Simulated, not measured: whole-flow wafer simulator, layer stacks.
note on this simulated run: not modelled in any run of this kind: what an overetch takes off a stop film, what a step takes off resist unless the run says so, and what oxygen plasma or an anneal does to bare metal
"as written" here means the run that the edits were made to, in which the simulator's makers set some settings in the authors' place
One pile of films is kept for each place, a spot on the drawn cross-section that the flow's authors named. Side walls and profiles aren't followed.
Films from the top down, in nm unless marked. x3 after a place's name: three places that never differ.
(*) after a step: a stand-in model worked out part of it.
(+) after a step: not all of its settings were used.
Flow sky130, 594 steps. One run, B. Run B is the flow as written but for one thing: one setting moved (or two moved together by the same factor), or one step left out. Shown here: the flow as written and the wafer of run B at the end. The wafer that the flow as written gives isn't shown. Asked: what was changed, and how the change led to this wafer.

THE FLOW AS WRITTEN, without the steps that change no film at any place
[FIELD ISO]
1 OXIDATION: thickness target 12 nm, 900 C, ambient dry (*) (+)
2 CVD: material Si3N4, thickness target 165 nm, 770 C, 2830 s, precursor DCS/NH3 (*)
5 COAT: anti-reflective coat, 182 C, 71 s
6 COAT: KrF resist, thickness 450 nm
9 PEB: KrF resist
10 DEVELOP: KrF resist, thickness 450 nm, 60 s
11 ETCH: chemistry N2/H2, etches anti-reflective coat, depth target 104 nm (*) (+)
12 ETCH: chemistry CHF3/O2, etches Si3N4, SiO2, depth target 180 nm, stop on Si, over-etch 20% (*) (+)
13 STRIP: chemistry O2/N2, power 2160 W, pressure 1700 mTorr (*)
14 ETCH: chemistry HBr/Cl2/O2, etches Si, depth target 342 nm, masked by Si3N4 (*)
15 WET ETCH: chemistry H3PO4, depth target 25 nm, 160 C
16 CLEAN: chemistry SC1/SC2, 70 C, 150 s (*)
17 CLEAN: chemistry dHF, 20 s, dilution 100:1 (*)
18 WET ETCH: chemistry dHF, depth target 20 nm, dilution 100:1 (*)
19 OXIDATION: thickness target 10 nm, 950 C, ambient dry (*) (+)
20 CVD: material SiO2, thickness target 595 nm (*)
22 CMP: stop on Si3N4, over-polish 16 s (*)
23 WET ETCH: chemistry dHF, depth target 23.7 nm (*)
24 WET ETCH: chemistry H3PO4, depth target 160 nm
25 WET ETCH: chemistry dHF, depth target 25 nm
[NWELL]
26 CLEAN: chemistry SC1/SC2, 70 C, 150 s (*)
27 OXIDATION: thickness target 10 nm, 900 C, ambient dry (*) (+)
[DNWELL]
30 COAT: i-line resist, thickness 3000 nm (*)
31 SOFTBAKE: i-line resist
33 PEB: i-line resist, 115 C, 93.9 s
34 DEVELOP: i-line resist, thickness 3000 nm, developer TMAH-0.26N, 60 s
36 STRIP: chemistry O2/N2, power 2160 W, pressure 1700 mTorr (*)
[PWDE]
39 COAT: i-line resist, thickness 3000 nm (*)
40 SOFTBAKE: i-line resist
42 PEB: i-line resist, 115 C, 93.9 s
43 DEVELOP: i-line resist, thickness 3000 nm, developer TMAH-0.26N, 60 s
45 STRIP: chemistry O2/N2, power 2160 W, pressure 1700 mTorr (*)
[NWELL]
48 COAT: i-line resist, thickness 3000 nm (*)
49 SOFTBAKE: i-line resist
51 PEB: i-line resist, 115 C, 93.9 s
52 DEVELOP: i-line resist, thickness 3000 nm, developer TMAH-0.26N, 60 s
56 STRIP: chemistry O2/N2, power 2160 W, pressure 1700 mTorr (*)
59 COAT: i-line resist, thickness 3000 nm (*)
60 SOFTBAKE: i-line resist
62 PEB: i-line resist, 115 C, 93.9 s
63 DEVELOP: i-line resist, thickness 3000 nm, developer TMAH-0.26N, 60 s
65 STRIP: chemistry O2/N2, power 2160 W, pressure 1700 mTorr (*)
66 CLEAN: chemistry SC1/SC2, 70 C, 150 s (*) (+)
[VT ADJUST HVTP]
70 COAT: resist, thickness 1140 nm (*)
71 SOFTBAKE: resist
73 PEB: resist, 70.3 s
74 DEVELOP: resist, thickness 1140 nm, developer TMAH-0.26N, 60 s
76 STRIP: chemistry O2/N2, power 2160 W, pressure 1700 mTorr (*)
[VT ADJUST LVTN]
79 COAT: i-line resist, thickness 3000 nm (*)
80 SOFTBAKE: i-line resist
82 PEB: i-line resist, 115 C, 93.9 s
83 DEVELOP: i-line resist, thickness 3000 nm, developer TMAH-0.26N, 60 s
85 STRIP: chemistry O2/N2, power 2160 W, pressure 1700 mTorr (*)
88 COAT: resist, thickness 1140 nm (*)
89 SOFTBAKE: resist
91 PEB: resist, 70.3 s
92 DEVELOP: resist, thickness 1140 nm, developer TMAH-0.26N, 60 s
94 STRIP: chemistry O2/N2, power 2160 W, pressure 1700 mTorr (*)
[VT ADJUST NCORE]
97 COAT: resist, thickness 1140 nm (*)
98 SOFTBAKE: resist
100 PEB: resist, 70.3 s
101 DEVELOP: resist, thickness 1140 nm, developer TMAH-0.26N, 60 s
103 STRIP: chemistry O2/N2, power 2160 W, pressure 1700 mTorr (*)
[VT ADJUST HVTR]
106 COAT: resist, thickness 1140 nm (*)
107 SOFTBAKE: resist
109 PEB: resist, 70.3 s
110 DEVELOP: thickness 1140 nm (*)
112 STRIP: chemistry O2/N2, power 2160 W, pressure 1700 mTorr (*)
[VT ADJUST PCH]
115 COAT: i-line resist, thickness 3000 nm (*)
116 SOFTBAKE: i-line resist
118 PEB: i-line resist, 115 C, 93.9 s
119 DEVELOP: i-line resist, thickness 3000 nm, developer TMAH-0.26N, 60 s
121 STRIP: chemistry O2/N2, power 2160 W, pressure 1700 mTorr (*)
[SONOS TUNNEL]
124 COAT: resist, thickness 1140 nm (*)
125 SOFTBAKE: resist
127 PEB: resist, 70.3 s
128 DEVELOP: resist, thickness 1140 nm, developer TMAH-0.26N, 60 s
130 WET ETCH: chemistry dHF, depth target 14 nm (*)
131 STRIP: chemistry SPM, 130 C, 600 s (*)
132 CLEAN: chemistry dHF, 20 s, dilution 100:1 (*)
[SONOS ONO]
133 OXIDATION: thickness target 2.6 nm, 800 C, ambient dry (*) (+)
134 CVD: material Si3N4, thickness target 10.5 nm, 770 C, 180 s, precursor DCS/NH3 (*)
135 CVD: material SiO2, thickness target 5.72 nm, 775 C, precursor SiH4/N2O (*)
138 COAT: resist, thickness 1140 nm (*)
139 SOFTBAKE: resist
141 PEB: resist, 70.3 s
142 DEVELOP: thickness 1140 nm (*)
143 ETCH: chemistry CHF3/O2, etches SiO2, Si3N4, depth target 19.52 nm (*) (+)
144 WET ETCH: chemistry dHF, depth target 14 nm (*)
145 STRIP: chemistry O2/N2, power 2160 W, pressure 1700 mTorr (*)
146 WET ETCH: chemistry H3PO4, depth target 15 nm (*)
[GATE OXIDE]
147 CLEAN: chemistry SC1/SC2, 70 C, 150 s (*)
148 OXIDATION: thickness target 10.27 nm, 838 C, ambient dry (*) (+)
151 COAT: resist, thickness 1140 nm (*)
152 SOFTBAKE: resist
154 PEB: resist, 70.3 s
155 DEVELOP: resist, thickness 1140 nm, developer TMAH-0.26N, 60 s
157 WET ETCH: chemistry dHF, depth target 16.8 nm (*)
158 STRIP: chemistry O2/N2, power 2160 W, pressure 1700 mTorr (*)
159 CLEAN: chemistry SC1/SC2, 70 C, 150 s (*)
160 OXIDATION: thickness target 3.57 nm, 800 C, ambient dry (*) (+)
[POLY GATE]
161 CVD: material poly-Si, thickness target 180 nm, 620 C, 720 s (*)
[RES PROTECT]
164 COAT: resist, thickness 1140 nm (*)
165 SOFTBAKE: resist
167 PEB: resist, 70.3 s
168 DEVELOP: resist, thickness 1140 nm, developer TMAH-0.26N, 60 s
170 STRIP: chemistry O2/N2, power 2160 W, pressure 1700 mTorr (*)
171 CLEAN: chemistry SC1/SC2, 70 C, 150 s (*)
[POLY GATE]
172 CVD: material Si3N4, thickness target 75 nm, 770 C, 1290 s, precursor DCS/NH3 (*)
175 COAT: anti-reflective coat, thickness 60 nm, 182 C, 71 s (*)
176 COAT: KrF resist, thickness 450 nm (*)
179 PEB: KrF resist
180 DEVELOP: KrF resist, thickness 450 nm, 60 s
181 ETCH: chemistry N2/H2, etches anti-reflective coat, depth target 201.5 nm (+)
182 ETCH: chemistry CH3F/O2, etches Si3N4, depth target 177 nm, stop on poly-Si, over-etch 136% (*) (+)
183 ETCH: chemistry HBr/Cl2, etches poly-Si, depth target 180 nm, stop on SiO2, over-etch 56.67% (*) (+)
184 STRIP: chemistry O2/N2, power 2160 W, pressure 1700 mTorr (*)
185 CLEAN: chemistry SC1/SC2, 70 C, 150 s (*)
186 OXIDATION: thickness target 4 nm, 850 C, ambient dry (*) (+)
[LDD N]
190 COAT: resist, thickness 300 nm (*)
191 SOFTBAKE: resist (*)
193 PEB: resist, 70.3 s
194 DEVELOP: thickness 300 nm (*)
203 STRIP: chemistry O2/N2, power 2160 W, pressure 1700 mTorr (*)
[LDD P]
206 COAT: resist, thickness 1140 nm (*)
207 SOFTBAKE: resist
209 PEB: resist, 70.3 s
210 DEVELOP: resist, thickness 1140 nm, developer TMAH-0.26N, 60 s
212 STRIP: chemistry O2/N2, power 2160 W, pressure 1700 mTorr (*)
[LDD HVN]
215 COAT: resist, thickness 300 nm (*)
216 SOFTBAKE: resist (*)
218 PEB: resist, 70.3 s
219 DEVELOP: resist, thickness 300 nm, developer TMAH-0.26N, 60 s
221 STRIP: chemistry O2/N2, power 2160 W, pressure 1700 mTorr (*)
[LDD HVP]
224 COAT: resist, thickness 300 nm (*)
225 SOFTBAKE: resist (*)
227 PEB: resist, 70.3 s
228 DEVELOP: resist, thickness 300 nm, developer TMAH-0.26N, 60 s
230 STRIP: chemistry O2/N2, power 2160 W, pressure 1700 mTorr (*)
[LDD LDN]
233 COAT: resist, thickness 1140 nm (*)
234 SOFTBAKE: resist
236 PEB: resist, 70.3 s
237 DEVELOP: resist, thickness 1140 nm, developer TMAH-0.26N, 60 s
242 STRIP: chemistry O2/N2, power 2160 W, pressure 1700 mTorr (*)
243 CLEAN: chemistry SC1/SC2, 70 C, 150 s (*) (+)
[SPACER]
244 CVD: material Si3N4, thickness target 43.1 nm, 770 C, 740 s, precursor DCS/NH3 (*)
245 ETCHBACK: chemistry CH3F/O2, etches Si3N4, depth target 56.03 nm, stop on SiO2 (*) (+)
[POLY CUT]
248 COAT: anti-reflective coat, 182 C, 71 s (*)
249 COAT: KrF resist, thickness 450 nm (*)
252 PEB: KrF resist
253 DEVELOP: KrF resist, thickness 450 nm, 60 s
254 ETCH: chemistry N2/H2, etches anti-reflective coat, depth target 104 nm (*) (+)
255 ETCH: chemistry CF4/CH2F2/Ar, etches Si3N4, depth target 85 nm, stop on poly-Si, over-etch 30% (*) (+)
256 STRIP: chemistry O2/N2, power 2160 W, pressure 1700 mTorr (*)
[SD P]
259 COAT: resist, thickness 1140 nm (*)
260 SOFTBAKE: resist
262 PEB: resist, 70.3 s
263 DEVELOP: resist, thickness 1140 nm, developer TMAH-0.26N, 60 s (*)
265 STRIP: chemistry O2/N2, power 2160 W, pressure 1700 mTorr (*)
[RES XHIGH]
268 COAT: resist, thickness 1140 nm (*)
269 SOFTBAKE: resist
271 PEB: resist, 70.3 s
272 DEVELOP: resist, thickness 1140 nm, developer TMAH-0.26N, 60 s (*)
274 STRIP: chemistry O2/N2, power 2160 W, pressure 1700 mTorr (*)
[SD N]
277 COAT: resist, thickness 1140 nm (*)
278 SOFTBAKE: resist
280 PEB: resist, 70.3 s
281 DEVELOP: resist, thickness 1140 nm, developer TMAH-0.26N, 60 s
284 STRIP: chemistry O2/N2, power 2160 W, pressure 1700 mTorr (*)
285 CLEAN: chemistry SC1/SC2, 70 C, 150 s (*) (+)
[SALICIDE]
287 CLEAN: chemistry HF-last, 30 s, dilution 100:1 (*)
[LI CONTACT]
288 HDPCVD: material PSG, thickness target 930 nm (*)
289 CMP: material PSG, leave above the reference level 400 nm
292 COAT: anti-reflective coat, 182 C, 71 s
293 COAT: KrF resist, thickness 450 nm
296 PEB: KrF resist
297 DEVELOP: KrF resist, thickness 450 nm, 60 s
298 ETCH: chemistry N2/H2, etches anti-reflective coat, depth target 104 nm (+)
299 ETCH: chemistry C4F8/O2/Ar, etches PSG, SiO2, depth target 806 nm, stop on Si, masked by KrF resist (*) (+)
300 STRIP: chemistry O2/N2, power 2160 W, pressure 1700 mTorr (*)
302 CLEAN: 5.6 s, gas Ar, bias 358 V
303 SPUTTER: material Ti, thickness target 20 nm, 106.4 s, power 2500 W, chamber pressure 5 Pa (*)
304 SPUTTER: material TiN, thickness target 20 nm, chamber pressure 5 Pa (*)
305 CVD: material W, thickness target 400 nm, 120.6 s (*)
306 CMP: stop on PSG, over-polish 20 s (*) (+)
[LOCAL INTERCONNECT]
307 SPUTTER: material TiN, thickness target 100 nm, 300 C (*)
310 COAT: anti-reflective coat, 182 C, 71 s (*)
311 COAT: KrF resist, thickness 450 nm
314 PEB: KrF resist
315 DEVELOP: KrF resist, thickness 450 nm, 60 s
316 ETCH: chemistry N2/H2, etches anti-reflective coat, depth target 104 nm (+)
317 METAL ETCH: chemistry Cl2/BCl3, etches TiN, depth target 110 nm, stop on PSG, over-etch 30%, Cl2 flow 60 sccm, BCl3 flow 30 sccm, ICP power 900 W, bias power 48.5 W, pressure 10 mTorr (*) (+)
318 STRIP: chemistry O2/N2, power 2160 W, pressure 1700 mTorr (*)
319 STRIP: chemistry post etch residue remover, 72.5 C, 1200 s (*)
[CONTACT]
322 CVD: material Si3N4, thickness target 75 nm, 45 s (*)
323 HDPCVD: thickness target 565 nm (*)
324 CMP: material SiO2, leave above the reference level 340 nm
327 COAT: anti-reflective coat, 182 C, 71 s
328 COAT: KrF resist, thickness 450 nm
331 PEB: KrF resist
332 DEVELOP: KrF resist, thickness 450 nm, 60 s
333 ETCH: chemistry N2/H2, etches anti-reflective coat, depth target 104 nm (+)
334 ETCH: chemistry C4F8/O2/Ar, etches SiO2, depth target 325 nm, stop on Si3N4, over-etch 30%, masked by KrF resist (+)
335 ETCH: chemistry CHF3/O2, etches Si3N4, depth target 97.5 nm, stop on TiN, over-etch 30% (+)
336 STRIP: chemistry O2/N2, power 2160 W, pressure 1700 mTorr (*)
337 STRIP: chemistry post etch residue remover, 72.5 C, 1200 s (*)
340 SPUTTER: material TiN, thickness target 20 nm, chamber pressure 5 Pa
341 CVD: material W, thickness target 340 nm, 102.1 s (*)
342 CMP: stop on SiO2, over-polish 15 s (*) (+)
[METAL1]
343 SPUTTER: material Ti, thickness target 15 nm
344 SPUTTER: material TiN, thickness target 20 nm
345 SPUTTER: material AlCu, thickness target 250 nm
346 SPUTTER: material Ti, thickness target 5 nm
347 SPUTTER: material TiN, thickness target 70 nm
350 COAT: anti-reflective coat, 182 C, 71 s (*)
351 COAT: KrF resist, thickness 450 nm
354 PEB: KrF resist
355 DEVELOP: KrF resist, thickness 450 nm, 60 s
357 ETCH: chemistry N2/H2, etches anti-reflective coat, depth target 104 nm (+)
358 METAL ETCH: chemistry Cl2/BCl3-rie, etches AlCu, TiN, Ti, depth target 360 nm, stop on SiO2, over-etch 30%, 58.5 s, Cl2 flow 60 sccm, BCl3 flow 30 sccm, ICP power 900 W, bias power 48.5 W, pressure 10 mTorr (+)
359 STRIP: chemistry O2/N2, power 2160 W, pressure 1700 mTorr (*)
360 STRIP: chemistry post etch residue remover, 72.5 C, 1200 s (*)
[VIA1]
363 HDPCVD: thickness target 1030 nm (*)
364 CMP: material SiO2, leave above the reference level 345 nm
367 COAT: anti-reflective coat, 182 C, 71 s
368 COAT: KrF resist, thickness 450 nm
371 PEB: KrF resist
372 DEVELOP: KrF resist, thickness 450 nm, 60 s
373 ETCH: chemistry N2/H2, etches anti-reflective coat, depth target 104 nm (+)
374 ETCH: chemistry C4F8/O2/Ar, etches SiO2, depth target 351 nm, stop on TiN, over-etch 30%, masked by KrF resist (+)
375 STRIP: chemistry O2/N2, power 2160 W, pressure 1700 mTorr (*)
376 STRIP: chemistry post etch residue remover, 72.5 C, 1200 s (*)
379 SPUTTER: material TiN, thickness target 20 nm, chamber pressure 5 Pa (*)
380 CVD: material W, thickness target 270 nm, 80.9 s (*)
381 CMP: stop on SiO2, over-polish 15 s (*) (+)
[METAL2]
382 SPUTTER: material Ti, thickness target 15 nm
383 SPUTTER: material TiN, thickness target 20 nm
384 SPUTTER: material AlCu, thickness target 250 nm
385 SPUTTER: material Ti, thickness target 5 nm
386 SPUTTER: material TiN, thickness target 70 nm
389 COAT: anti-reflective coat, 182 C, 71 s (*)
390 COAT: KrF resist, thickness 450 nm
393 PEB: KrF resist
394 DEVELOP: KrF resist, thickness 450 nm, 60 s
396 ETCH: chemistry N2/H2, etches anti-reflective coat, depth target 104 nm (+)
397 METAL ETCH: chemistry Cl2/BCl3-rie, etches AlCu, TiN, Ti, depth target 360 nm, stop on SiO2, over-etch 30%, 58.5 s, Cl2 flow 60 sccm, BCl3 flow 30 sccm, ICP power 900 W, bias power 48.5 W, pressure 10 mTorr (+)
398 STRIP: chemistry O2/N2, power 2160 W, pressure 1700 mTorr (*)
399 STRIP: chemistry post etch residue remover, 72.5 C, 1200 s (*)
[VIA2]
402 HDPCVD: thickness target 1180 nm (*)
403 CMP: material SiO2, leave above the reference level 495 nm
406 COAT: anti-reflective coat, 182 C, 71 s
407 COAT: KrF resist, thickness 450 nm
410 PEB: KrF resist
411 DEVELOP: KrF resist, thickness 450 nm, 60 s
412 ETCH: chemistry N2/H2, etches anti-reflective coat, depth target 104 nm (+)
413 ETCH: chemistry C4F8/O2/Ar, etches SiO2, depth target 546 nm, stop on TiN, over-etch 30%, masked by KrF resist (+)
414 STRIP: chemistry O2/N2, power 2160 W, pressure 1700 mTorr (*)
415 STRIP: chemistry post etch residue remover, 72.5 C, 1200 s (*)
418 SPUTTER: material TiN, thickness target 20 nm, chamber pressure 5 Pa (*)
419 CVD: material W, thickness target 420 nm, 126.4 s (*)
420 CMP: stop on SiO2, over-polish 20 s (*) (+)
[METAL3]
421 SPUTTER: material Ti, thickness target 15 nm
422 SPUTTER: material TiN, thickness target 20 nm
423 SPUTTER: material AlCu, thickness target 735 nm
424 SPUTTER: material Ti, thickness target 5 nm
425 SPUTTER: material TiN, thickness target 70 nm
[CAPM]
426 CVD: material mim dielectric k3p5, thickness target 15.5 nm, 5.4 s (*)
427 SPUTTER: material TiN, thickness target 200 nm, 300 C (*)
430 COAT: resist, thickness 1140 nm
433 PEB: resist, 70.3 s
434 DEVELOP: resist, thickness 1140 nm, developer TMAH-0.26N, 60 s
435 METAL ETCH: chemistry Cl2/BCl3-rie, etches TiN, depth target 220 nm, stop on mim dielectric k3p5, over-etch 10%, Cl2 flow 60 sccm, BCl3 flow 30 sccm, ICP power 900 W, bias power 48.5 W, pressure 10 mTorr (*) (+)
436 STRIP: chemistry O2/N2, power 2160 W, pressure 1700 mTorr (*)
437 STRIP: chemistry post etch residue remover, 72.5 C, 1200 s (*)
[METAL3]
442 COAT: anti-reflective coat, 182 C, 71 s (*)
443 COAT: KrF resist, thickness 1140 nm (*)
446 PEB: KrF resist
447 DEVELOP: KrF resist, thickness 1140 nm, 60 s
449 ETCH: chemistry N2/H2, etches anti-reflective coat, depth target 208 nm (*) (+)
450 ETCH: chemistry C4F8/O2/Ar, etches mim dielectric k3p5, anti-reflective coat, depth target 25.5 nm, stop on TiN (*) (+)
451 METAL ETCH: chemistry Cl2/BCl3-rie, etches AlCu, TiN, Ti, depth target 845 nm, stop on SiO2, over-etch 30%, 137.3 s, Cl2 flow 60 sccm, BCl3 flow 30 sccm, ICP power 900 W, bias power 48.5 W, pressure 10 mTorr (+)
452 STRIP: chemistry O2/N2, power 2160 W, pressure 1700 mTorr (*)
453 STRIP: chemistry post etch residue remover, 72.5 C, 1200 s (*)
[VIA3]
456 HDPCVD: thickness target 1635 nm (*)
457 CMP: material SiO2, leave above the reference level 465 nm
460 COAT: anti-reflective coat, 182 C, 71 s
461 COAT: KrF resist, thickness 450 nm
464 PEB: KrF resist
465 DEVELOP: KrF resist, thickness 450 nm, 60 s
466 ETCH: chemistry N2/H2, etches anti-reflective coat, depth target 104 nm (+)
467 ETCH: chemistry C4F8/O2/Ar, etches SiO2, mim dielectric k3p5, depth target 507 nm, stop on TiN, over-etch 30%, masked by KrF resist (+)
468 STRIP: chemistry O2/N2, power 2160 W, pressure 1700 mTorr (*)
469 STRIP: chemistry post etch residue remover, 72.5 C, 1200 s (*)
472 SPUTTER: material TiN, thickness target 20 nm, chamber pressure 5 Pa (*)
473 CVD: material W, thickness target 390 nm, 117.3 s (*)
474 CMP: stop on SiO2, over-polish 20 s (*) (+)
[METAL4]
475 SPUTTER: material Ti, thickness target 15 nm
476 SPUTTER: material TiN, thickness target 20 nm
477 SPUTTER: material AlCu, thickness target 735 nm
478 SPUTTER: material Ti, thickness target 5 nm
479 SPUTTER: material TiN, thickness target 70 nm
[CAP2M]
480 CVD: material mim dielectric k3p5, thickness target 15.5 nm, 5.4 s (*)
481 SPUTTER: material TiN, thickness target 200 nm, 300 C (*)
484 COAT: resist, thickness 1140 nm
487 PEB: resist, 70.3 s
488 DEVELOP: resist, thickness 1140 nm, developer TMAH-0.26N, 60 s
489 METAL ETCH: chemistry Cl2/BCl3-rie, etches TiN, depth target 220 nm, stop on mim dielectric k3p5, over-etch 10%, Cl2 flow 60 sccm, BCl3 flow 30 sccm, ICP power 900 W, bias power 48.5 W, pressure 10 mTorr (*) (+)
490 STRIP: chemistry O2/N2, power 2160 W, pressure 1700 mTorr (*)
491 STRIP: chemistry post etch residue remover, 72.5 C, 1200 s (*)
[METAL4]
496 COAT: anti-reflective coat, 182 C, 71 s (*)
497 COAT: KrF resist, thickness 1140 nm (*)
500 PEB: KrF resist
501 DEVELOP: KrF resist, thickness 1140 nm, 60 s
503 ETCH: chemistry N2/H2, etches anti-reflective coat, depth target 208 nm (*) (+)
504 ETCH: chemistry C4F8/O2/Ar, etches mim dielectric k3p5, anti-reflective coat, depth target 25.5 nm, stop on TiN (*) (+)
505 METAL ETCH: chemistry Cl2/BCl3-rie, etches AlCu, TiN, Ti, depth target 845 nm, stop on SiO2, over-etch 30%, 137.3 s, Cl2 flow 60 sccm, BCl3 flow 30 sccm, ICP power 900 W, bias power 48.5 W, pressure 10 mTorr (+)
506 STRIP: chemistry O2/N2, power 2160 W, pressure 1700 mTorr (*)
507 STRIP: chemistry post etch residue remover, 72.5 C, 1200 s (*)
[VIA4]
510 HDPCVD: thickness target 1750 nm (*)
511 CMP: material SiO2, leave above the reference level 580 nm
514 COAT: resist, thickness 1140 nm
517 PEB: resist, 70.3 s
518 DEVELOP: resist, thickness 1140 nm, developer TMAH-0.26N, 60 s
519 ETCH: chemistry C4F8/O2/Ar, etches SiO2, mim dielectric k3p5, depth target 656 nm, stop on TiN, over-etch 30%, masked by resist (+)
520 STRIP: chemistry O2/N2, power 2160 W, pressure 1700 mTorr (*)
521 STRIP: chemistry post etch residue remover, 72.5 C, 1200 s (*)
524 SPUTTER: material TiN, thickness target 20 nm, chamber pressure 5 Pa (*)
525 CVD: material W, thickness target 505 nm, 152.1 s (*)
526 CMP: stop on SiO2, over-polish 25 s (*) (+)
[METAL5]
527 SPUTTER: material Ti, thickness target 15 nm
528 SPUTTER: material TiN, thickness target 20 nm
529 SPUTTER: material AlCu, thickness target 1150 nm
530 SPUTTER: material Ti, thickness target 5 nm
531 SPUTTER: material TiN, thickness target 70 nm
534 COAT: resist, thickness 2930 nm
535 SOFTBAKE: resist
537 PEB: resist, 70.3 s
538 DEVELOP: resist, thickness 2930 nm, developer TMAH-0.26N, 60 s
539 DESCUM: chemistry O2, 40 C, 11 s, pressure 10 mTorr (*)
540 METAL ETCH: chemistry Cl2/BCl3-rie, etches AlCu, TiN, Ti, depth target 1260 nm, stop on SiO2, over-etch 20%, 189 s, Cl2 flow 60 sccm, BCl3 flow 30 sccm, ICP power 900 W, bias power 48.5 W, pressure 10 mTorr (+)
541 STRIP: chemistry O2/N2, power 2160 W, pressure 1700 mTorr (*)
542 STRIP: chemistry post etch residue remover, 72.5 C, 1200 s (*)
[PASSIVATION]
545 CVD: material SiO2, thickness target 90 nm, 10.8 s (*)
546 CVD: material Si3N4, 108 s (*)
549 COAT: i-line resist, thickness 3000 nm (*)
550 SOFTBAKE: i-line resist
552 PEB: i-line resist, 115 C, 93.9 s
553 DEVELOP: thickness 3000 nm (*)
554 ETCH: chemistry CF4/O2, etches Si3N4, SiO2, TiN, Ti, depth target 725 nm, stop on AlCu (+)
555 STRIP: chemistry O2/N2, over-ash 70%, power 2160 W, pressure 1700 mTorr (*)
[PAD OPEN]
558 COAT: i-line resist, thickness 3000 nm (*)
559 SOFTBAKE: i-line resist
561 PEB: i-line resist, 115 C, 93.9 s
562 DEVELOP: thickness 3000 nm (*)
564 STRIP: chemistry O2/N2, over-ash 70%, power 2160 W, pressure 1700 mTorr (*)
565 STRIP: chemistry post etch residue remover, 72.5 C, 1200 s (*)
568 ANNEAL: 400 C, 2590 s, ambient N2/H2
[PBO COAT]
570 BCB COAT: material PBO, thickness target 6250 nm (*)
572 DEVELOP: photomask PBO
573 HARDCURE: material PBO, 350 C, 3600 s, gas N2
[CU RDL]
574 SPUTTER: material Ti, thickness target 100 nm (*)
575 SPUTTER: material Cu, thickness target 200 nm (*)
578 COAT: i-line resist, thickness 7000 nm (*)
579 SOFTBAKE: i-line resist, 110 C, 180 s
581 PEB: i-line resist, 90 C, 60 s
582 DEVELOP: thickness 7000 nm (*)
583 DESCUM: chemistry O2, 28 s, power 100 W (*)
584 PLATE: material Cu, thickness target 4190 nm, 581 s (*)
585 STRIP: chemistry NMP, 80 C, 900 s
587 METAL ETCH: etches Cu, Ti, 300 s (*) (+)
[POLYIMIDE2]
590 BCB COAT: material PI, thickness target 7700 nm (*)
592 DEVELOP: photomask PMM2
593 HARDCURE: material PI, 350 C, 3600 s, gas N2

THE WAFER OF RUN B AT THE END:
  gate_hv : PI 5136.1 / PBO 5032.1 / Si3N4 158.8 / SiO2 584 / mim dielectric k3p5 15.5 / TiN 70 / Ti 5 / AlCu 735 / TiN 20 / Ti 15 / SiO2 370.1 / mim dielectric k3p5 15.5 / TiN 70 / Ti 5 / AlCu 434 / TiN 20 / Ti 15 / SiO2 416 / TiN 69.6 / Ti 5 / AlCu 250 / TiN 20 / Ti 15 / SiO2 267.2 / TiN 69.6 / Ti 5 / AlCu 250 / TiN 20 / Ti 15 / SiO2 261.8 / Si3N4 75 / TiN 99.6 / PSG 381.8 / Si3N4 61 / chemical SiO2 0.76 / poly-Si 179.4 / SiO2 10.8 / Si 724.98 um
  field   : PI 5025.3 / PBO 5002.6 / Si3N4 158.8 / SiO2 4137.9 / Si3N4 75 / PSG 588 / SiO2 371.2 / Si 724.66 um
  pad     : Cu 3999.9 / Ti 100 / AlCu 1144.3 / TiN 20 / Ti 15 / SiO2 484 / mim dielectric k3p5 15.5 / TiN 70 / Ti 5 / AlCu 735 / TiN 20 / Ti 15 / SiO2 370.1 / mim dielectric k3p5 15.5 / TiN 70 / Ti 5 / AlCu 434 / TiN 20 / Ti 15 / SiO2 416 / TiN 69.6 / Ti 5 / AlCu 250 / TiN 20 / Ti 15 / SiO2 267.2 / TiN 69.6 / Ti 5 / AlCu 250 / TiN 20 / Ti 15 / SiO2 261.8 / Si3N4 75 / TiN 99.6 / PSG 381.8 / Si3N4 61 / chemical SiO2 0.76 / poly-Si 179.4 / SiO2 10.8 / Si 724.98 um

The cause: step 423, SPUTTER: thickness target 434 nm was run, where the flow has thickness target 735 nm.
It can be read off the wafer: gate_hv has AlCu 434, and step 423 as written asks for 735 nm.

How the change led to this, step by step:
  423 SPUTTER: material AlCu, thickness target 735 nm
      field, active, n_well and 188 more: AlCu +434 (new film) (as written it would be: AlCu +735 (new film))
  451 METAL ETCH: chemistry Cl2/BCl3-rie, etches AlCu, TiN, Ti, depth target 845 nm, stop on SiO2, over-etch 30%, 137.3 s, Cl2 flow 60 sccm, BCl3 flow 30 sccm, ICP power 900 W, bias power 48.5 W, pressure 10 mTorr (+)
      field, gate, spacer and 66 more: TiN -70 (all of it), Ti -5 (all of it), AlCu -434 (all of it), TiN -20 (all of it), Ti -15 (all of it), SiO2 -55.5 (as written it would be: TiN -70 (all of it), Ti -5 (all of it), AlCu -735 (all of it), TiN -20 (all of it), Ti -15 (all of it), SiO2 -25.4)
      vpp_ln, vpp_iso2, ndiff_ln and 8 more: TiN -70 (all of it), Ti -5 (all of it), AlCu -434 (all of it), TiN -20 (all of it), Ti -15 (all of it), SiO2 -55.4 (as written it would be: TiN -70 (all of it), Ti -5 (all of it), AlCu -735 (all of it), TiN -20 (all of it), Ti -15 (all of it), SiO2 -25.3)
      (and at 5 more places)
  457 CMP: material SiO2, leave above the reference level 465 nm
      field, gate, spacer and 61 more: SiO2 -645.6 (as written it would be: SiO2 -374.7)
      active, vpp_ln, vpp_iso1 and 18 more: SiO2 -645.5 (as written it would be: SiO2 -374.7)
